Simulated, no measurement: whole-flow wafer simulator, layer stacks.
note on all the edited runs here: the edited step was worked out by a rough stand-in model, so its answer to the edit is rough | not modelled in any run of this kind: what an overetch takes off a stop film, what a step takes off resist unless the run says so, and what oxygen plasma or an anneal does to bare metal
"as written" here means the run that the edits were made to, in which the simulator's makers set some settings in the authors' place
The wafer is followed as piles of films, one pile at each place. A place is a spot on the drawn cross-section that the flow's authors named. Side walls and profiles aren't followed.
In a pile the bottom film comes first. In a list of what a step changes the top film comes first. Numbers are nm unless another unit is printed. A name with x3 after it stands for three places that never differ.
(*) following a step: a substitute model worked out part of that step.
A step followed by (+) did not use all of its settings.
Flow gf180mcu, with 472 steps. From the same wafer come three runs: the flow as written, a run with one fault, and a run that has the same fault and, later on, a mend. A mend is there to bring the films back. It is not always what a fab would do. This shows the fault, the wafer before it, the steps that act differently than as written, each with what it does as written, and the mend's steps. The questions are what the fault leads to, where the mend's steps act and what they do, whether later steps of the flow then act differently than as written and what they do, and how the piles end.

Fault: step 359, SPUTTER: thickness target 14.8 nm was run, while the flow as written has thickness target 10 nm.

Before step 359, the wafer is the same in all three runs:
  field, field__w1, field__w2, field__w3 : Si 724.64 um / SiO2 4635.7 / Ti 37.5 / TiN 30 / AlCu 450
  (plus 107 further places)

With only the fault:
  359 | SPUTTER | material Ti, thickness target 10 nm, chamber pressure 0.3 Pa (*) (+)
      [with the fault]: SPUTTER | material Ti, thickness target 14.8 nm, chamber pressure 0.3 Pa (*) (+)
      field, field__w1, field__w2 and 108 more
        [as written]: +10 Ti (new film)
        [with the fault]: +14.8 Ti (new film)
  Steps further on in the flow that do not act as written (5 more steps, not shown, differ only slightly: by at most 2% or 0.5 nm, whichever is larger):
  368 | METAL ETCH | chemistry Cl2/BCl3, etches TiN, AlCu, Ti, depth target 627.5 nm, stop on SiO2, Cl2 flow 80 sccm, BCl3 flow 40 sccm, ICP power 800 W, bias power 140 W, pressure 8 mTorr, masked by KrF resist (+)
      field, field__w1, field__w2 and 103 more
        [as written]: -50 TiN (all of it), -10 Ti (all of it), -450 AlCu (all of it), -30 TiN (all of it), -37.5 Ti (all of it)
        [with the fault]: -50 TiN (all of it), -14.8 Ti (all of it), -450 AlCu (all of it), -30 TiN (all of it), -37.5 Ti (all of it)
  By the end, the piles at field__w8, contact, m1, m1__w1, m1_nw depart from the flow's by more than 2% or 0.5 nm, whichever is larger.
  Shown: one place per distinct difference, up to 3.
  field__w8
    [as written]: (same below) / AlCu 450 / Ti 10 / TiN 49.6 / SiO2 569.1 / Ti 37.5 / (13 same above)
    [with the fault]: (same below) / AlCu 450 / Ti 14.8 / TiN 49.6 / SiO2 564.3 / Ti 37.5 / (13 same above)
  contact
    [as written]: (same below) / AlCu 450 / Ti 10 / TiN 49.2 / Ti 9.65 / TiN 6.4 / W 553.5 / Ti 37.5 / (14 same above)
    [with the fault]: (same below) / AlCu 450 / Ti 14.8 / TiN 49.2 / Ti 9.68 / TiN 6.42 / W 548.7 / Ti 37.5 / (14 same above)

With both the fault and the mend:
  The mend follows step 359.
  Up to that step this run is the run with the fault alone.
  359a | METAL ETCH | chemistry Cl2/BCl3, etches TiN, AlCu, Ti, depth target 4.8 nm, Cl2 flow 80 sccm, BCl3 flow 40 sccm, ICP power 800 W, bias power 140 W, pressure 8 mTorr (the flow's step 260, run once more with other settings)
      field, field__w1, field__w2 and 108 more
        -4.8 Ti
  Every later step of the flow that is run acts as written at every place that is followed.
  By the end, the piles equal the flow's at every place that both follow.
